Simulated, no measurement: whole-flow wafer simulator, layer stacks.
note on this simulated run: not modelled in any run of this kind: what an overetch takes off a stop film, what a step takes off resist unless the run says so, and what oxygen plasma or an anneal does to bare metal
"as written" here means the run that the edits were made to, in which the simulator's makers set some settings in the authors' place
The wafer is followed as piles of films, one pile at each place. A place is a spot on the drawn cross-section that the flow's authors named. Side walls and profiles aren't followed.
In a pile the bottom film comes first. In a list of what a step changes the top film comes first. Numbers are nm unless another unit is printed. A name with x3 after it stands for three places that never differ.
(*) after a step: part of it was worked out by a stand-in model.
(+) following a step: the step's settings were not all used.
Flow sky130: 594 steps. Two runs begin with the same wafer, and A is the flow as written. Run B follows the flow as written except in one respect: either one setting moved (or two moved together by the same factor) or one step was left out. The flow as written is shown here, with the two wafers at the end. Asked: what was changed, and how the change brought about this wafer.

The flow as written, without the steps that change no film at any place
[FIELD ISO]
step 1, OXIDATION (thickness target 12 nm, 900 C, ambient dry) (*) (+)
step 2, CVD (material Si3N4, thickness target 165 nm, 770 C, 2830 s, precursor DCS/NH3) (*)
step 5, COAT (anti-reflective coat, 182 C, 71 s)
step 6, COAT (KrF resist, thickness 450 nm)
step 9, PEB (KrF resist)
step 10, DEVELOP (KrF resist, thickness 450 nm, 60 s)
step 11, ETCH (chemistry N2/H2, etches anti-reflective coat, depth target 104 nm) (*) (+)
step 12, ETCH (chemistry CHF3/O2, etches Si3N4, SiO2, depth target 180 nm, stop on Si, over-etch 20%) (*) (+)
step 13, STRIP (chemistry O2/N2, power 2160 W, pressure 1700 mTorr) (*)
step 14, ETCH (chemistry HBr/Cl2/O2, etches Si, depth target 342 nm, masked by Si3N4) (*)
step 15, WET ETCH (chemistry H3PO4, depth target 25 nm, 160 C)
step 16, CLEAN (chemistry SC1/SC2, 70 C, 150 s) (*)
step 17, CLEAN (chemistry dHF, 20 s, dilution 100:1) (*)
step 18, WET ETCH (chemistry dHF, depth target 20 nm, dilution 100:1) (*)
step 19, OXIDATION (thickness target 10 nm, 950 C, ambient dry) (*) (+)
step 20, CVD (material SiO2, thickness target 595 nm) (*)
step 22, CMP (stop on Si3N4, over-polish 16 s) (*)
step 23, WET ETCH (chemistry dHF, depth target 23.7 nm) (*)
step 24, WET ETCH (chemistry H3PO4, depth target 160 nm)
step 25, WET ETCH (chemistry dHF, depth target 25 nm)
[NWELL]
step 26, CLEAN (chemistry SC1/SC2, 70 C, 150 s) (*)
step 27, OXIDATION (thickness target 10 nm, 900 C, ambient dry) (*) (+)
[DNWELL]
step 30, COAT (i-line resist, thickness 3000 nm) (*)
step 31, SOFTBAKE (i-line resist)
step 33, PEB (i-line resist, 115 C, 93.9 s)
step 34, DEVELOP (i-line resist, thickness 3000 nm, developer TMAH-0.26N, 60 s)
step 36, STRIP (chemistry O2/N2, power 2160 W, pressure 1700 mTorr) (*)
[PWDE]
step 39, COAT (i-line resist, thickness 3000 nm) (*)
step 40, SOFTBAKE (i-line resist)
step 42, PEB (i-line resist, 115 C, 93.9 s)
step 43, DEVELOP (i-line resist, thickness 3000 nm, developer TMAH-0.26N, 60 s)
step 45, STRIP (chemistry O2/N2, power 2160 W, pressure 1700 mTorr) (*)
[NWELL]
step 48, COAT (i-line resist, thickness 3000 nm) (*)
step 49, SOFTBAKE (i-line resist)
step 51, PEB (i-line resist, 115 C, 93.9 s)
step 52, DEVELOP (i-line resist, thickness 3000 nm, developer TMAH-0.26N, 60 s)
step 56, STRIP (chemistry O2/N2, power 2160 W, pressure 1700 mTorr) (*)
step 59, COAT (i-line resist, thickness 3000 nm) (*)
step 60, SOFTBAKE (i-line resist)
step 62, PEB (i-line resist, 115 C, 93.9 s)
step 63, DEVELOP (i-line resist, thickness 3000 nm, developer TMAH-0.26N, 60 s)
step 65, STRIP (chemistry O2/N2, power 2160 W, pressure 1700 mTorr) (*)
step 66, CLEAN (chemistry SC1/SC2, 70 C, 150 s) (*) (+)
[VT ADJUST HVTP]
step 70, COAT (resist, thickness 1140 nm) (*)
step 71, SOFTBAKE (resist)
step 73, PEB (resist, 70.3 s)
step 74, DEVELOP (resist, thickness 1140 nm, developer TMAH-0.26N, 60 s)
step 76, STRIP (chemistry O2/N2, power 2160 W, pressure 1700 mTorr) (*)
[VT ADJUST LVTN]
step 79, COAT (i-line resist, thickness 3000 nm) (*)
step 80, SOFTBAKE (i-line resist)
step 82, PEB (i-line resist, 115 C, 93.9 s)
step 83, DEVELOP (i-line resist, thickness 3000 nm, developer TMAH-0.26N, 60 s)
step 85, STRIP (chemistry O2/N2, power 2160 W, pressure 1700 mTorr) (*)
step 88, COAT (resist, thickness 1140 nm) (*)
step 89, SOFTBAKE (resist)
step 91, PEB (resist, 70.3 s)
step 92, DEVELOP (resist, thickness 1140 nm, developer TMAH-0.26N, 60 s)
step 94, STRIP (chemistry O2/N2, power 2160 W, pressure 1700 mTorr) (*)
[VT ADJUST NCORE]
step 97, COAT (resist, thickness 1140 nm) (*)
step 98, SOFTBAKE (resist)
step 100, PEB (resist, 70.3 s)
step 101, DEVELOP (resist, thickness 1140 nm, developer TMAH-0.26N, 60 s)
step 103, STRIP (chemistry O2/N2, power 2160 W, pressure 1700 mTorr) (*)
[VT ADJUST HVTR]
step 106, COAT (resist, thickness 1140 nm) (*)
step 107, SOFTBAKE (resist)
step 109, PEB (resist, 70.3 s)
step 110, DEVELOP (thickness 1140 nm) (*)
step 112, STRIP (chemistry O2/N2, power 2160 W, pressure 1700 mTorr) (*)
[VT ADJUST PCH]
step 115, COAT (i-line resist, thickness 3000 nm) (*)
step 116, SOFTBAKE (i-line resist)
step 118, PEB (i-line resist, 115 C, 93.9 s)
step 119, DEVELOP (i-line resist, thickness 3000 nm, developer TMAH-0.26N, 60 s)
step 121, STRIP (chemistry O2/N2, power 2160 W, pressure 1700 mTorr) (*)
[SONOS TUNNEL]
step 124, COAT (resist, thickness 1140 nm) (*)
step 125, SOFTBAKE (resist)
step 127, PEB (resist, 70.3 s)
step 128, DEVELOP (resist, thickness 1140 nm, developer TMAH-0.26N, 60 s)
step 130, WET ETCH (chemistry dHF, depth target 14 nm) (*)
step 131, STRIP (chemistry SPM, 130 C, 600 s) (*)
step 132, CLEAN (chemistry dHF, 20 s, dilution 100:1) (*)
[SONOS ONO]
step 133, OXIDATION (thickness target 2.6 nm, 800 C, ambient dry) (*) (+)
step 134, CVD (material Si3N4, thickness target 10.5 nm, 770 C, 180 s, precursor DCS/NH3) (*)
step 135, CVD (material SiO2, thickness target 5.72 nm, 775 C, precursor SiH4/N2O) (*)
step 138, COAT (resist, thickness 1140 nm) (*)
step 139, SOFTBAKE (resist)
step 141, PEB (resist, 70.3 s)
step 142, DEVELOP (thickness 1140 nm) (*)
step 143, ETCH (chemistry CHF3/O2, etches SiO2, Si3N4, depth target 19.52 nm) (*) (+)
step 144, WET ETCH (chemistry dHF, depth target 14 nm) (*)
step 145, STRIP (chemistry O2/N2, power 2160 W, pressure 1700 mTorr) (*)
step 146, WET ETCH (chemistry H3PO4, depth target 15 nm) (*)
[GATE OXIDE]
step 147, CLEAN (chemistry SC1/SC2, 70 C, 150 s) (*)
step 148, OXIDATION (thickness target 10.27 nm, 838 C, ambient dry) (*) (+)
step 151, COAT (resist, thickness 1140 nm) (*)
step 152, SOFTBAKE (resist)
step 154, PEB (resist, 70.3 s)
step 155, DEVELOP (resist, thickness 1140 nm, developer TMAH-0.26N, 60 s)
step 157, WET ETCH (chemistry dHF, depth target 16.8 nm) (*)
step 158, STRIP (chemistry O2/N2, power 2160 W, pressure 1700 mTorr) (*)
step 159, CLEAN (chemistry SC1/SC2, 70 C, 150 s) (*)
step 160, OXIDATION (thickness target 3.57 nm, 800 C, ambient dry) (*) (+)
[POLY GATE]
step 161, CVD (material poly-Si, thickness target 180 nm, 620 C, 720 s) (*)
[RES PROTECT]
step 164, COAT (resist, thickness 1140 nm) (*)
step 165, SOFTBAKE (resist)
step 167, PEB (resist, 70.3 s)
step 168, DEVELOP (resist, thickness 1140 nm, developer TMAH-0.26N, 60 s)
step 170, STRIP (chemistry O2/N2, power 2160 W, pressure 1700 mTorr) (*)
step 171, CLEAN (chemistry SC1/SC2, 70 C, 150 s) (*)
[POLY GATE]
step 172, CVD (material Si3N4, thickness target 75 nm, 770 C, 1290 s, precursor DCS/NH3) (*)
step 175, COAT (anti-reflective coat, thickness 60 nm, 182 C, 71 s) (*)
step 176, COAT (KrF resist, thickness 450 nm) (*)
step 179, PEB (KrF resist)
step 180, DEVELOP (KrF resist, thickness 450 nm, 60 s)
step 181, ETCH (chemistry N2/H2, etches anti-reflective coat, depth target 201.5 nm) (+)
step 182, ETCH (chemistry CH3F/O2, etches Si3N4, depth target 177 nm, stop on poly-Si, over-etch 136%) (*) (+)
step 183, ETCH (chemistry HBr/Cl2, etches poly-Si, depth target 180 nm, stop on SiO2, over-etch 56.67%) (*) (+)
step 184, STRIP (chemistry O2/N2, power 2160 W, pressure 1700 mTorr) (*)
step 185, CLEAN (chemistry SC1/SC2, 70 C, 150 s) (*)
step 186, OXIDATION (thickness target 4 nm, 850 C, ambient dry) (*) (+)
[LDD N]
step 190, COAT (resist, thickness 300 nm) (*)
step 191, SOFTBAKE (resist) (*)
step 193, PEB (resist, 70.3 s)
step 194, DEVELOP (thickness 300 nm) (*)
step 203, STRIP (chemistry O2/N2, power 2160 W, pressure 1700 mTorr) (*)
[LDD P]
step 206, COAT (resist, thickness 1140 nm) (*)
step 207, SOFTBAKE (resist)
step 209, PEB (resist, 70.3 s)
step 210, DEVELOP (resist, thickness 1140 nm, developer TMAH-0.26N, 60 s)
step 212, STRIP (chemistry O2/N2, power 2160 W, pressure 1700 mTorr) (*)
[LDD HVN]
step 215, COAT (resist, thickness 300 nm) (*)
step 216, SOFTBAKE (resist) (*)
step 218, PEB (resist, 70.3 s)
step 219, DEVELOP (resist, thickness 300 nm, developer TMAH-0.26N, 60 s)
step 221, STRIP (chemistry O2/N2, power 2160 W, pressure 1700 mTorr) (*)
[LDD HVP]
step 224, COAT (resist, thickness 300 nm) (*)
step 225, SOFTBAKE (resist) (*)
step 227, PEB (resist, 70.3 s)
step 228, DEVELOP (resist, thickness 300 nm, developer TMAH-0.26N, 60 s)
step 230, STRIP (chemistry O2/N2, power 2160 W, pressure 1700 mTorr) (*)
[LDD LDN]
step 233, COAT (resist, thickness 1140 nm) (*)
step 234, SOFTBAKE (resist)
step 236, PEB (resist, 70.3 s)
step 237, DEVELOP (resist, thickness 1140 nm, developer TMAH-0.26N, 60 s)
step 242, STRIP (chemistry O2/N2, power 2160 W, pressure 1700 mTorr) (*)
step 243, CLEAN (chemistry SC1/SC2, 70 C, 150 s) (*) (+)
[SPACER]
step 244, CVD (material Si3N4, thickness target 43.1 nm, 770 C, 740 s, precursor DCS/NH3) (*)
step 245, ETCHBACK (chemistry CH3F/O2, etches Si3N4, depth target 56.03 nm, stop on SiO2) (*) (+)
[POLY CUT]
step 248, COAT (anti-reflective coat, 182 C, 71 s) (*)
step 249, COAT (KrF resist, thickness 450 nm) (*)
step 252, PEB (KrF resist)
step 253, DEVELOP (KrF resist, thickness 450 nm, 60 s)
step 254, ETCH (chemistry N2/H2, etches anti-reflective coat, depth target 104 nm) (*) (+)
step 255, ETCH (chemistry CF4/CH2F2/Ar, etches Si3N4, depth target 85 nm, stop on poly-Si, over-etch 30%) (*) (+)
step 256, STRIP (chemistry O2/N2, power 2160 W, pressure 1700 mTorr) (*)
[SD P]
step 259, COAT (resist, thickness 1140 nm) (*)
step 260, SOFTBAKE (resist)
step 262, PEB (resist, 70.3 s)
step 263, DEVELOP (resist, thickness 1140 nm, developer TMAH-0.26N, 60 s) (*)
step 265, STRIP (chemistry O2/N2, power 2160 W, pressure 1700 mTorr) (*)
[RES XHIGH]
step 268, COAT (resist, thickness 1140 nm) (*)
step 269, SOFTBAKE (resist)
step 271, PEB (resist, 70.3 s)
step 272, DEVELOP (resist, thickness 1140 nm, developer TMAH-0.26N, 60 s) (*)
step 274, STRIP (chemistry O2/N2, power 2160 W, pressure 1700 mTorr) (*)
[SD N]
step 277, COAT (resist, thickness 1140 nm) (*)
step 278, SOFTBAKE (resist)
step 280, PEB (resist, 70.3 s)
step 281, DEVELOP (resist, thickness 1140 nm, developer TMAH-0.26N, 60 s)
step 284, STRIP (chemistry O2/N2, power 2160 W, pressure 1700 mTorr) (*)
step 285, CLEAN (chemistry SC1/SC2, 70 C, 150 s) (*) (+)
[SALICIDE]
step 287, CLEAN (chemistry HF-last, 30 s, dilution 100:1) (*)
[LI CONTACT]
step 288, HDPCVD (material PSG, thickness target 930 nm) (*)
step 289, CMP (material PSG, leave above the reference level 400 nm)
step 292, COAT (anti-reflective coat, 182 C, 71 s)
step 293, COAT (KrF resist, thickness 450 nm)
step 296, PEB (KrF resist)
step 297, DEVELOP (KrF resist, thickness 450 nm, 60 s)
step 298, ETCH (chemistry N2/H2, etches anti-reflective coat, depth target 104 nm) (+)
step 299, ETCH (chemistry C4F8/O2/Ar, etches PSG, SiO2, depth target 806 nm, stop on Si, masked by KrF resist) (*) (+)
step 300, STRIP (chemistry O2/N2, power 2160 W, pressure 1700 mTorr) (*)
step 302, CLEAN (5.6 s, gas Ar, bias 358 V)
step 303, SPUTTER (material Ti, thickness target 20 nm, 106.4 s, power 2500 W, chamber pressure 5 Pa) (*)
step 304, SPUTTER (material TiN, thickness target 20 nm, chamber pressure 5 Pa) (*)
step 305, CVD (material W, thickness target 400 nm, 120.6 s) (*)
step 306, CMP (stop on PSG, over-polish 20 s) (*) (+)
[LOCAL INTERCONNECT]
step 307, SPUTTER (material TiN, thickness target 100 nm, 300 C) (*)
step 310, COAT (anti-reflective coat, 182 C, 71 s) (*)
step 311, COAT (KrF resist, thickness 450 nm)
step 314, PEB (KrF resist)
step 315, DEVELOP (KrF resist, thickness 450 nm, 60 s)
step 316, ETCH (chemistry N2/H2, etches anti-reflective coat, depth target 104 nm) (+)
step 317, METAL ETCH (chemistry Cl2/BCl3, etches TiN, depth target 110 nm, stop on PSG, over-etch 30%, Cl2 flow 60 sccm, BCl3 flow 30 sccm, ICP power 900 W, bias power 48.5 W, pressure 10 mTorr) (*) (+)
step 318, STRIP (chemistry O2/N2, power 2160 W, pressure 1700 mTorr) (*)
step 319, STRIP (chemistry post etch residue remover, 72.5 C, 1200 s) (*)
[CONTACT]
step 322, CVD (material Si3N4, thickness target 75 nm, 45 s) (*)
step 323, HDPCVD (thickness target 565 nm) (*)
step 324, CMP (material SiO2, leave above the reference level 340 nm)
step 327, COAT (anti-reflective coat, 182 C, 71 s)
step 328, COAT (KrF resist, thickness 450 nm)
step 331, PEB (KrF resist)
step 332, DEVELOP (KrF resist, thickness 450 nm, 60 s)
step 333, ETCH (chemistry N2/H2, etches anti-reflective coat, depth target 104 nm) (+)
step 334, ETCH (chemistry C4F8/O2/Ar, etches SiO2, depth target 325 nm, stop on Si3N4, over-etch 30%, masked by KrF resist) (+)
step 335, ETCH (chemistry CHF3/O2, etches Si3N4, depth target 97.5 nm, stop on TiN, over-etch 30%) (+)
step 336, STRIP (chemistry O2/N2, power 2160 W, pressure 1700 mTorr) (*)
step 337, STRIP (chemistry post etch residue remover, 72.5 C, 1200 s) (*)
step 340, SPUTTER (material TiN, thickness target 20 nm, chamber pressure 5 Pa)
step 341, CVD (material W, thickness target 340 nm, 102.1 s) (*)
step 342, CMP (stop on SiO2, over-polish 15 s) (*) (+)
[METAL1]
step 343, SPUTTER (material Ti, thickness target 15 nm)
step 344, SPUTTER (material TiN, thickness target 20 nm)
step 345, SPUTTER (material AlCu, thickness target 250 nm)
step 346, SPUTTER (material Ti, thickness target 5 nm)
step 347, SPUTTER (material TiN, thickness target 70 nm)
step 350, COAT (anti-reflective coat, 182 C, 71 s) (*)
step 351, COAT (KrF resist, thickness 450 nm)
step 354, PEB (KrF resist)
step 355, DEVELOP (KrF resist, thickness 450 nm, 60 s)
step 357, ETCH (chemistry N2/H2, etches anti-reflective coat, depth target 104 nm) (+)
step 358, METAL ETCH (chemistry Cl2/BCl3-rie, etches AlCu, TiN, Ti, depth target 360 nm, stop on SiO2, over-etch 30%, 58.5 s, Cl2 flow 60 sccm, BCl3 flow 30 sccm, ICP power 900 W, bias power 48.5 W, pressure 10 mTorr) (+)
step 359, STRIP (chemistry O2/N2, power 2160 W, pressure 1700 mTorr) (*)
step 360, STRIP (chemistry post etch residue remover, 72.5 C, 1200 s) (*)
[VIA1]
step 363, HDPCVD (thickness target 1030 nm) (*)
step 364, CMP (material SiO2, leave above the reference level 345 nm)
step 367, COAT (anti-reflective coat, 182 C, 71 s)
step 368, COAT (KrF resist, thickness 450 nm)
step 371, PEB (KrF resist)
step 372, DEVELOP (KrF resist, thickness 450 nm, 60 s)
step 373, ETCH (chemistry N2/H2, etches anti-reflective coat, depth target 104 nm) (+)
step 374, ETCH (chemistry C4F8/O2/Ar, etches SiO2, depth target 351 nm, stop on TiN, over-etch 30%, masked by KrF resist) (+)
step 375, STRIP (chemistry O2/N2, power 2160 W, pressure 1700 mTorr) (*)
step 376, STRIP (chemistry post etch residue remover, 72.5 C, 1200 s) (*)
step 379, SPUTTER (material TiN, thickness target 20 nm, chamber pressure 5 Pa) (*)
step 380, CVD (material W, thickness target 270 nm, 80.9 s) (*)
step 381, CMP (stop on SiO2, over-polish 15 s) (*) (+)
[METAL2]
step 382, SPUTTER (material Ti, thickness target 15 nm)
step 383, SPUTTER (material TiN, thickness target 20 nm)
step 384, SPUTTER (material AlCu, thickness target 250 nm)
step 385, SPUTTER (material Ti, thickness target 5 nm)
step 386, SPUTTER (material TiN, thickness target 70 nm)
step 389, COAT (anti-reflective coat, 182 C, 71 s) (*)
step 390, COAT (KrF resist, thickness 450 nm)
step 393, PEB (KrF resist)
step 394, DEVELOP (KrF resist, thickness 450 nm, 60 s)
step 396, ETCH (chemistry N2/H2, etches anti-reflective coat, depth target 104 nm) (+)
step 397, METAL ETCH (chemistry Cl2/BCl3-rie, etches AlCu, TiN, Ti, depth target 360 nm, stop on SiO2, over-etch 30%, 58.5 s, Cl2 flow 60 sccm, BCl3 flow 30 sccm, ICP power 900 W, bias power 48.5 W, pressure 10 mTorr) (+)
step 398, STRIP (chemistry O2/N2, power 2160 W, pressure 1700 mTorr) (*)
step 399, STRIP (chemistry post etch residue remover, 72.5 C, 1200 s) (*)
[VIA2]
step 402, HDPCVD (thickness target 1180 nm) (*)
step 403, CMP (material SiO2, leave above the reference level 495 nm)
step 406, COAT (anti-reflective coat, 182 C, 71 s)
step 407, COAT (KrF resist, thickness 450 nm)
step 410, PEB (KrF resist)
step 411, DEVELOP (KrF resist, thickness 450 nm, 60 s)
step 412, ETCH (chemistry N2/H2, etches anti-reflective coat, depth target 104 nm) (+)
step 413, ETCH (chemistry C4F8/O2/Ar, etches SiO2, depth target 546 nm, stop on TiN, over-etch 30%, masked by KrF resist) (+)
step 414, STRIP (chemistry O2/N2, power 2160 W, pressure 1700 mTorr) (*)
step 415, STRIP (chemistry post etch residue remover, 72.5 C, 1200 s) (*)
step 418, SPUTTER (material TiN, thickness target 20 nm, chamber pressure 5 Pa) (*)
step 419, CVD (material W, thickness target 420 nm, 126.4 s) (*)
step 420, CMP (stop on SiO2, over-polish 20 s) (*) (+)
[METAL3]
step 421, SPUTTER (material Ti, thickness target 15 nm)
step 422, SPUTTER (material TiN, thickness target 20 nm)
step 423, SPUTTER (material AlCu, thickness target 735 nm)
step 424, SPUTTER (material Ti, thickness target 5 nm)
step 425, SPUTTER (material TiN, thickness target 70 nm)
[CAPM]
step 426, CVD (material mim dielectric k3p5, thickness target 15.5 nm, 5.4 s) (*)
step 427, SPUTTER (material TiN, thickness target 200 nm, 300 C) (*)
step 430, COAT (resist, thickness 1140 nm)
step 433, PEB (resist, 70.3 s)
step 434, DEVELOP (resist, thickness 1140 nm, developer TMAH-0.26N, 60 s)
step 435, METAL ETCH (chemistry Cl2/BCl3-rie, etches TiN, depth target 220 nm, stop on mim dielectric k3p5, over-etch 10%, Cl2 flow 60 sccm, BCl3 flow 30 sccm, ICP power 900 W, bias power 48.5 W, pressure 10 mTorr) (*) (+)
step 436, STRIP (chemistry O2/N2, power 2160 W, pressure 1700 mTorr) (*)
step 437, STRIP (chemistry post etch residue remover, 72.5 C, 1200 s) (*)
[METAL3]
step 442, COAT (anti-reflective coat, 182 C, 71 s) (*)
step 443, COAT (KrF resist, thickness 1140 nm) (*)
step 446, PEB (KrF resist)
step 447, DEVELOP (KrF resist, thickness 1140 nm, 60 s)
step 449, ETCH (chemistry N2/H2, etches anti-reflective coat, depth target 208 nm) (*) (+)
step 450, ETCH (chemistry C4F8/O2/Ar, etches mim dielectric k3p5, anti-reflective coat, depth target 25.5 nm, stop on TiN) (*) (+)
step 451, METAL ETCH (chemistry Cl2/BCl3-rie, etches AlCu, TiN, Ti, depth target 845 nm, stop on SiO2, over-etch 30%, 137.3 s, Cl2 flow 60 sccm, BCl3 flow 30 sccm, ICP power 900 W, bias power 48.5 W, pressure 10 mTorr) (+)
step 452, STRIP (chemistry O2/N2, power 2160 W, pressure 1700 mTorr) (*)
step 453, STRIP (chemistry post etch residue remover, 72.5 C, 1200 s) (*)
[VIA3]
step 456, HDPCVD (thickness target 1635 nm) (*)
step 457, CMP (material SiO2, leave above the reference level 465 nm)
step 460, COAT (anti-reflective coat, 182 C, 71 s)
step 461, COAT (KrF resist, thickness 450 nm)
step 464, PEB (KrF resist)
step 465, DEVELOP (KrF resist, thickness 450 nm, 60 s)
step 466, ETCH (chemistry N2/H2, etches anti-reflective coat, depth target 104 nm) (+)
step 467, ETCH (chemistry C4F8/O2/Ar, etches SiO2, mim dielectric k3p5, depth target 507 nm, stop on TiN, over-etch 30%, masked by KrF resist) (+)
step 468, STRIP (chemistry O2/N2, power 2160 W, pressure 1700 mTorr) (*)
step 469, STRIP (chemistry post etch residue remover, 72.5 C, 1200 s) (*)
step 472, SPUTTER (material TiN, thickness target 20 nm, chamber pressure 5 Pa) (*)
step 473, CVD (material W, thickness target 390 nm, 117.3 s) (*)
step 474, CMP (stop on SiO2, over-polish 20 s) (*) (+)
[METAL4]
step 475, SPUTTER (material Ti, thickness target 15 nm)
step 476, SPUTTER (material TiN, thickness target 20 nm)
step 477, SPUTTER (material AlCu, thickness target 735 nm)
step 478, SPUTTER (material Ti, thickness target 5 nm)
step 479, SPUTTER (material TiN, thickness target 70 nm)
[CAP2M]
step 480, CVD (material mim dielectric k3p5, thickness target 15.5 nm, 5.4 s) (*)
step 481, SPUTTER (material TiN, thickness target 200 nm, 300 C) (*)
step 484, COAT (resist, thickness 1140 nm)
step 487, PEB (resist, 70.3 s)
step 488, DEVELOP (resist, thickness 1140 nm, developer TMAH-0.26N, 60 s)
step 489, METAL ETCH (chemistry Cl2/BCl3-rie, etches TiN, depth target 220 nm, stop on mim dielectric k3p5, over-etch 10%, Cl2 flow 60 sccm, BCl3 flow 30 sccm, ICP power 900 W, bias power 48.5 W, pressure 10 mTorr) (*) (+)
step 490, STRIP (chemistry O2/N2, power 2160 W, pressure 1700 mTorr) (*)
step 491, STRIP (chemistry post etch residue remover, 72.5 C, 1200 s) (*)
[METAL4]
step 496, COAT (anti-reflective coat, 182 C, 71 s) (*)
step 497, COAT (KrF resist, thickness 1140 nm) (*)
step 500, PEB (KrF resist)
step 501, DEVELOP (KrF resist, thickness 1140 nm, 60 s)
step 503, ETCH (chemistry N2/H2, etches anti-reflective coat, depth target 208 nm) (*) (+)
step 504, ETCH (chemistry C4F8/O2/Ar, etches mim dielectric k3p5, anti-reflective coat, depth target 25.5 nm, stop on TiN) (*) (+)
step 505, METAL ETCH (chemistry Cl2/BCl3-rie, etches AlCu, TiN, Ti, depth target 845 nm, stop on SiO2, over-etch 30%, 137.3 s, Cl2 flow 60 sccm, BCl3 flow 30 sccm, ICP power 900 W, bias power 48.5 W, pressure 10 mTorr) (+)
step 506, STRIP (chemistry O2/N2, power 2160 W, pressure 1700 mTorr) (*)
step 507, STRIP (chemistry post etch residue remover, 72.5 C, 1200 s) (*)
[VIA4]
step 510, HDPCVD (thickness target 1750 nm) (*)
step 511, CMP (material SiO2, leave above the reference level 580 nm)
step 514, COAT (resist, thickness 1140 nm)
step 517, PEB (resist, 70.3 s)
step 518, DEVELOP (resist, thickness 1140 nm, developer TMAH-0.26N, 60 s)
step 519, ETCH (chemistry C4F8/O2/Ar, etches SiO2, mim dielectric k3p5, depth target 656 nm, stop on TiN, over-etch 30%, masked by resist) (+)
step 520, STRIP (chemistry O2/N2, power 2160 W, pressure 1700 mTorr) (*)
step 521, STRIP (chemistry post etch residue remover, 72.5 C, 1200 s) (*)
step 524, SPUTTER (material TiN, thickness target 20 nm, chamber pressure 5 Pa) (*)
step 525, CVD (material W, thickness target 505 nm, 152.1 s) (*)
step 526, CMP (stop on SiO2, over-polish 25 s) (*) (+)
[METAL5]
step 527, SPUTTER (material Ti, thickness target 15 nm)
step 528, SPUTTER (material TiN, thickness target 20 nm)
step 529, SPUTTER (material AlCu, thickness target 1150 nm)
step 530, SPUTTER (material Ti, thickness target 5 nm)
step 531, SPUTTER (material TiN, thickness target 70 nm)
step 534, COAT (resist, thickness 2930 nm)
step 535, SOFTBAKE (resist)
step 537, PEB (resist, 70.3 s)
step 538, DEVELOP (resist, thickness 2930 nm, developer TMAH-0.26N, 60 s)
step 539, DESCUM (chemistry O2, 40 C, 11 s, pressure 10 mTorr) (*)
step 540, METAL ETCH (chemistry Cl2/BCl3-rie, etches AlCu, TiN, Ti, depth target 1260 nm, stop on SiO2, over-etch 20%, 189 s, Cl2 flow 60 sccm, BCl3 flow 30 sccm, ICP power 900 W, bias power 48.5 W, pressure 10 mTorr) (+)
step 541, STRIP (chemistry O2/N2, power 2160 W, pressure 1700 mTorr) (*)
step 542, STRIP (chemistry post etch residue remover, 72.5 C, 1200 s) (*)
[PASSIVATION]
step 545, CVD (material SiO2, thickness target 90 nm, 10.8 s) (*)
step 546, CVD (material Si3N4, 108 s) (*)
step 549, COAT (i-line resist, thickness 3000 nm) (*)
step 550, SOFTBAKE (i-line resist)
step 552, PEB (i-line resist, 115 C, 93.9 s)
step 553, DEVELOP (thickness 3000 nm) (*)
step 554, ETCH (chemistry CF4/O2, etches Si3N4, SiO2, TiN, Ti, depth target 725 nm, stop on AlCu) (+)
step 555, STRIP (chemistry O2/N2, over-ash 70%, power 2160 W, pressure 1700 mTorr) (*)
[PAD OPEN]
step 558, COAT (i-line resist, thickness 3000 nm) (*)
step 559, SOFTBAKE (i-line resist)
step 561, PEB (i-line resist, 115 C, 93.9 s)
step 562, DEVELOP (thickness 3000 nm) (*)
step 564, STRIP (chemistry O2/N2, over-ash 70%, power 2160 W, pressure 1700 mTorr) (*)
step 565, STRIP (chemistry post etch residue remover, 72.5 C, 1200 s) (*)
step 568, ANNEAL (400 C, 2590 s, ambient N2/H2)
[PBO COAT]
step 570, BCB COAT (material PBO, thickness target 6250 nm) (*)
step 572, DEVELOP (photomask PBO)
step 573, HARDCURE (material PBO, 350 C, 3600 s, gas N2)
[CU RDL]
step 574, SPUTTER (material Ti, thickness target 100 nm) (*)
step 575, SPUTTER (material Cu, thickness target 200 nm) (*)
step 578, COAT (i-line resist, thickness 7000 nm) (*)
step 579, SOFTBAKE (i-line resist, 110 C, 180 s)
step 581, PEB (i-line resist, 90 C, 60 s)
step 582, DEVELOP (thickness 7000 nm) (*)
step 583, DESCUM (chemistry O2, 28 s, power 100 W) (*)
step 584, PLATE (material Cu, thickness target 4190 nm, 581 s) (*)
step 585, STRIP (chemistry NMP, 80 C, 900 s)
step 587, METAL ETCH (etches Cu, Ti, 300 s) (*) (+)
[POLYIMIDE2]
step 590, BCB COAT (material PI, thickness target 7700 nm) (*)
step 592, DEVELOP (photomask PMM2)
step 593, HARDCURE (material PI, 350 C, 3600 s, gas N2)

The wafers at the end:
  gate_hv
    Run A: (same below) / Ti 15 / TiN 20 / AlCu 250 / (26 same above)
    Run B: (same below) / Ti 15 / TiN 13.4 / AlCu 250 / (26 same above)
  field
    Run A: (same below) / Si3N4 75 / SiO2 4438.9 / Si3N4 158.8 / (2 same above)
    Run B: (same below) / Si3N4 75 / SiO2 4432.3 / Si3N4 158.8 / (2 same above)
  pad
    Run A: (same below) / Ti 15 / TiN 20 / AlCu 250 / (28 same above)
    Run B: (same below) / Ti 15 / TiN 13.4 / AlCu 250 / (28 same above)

What caused this: step 344, SPUTTER: thickness target 13.4 nm was run, whereas the flow has thickness target 20 nm.
The wafer itself shows it: gate_hv has TiN 13.4, and step 344 as written asks for 20 nm.

How this came from the change, step by step:
  step 344, SPUTTER (material TiN, thickness target 20 nm)
      field, active, n_well and 188 more: A TiN gains 20 (new film) | B TiN gains 13.4 (new film)
  step 358, METAL ETCH (chemistry Cl2/BCl3-rie, etches AlCu, TiN, Ti, depth target 360 nm, stop on SiO2, over-etch 30%, 58.5 s, Cl2 flow 60 sccm, BCl3 flow 30 sccm, ICP power 900 W, bias power 48.5 W, pressure 10 mTorr) (+)
      field, active, gate and 81 more: A TiN loses 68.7 (all of it), Ti loses 5 (all of it), AlCu loses 250 (all of it), TiN loses 20 (all of it), Ti loses 15 (all of it), SiO2 loses 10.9 | B TiN loses 68.7 (all of it), Ti loses 5 (all of it), AlCu loses 250 (all of it), TiN loses 13.4 (all of it), Ti loses 15 (all of it), SiO2 loses 11.6
